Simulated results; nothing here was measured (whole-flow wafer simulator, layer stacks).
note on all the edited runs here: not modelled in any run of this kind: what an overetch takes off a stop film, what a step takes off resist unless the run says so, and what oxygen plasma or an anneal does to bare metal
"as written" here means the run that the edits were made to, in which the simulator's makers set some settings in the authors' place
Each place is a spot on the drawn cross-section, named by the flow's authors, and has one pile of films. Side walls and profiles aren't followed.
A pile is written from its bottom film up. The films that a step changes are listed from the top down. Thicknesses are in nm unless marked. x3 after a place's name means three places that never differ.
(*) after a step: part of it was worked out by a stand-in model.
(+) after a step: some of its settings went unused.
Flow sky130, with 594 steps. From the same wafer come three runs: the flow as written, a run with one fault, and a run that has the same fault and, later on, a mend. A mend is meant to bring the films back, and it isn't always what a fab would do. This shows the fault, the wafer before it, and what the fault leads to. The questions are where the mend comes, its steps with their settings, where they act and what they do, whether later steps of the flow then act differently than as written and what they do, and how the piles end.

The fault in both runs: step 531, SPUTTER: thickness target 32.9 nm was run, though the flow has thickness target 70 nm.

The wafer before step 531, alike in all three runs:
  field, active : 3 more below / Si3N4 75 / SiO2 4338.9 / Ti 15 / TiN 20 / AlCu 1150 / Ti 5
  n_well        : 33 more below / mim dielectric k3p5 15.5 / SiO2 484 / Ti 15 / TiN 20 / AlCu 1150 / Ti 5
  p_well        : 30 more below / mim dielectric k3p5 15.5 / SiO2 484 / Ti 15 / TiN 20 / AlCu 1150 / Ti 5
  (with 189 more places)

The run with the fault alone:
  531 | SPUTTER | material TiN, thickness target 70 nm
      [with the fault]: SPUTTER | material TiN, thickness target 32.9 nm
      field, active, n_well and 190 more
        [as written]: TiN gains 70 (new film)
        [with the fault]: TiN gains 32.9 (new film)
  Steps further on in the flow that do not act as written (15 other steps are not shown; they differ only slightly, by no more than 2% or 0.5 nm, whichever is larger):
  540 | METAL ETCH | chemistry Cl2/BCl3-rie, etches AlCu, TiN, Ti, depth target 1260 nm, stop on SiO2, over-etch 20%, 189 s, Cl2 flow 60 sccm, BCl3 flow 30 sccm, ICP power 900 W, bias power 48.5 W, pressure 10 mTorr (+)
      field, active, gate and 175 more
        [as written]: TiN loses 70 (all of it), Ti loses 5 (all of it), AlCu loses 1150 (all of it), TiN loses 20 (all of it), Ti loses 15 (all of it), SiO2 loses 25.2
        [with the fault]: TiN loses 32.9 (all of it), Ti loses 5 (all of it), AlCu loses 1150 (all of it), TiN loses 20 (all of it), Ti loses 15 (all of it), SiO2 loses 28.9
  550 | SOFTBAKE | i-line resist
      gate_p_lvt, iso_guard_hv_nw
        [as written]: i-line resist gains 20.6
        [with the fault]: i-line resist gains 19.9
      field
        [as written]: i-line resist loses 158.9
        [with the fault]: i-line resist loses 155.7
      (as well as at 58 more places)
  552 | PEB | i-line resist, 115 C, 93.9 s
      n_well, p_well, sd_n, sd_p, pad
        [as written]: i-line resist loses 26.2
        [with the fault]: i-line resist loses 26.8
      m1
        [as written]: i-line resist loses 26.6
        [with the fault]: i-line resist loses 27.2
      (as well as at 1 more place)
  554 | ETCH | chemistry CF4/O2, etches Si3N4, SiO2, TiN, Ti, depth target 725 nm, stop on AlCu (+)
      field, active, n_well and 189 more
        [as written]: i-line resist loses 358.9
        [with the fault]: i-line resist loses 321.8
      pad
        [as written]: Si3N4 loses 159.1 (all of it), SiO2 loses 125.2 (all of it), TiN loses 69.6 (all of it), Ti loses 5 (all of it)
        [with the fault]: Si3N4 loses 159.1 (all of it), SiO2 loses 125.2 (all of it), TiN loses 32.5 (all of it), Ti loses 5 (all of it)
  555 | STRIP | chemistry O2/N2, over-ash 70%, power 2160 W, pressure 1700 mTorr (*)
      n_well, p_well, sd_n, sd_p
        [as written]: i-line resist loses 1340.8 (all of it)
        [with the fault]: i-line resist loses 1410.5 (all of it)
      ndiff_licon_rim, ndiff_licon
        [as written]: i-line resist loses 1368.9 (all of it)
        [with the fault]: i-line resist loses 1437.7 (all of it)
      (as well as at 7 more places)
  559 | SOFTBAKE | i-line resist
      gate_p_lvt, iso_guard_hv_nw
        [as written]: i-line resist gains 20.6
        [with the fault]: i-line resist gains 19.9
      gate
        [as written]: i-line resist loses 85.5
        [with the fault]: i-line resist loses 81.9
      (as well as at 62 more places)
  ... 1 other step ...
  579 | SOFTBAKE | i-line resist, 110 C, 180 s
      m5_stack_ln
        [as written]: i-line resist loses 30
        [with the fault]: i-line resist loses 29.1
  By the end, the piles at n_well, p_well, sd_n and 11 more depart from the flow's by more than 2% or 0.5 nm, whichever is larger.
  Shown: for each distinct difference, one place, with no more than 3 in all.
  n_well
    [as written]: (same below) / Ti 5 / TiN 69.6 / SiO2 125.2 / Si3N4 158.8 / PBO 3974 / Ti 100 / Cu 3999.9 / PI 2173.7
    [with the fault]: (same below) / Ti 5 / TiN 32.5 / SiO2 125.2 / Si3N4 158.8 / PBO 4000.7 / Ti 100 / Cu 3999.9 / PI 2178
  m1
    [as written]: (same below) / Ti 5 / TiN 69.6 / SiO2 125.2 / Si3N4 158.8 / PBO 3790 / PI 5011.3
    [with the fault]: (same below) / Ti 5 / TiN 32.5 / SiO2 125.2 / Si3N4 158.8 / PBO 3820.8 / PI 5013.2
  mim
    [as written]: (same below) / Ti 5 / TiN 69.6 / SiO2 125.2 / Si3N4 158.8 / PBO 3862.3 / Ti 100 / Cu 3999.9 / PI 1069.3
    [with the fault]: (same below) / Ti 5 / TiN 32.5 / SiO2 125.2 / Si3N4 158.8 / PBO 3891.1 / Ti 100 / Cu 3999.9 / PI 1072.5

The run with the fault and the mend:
  The mend follows step 531.
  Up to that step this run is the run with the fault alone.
  531a | SPUTTER | material TiN, thickness target 37.1 nm (the flow's step 531, run once more with other settings)
      field, active, n_well and 190 more
        TiN gains 37.1
  Every later step of the flow that is run acts as written at every place that is followed.
  By the end, the piles equal the flow's at every place that both follow.
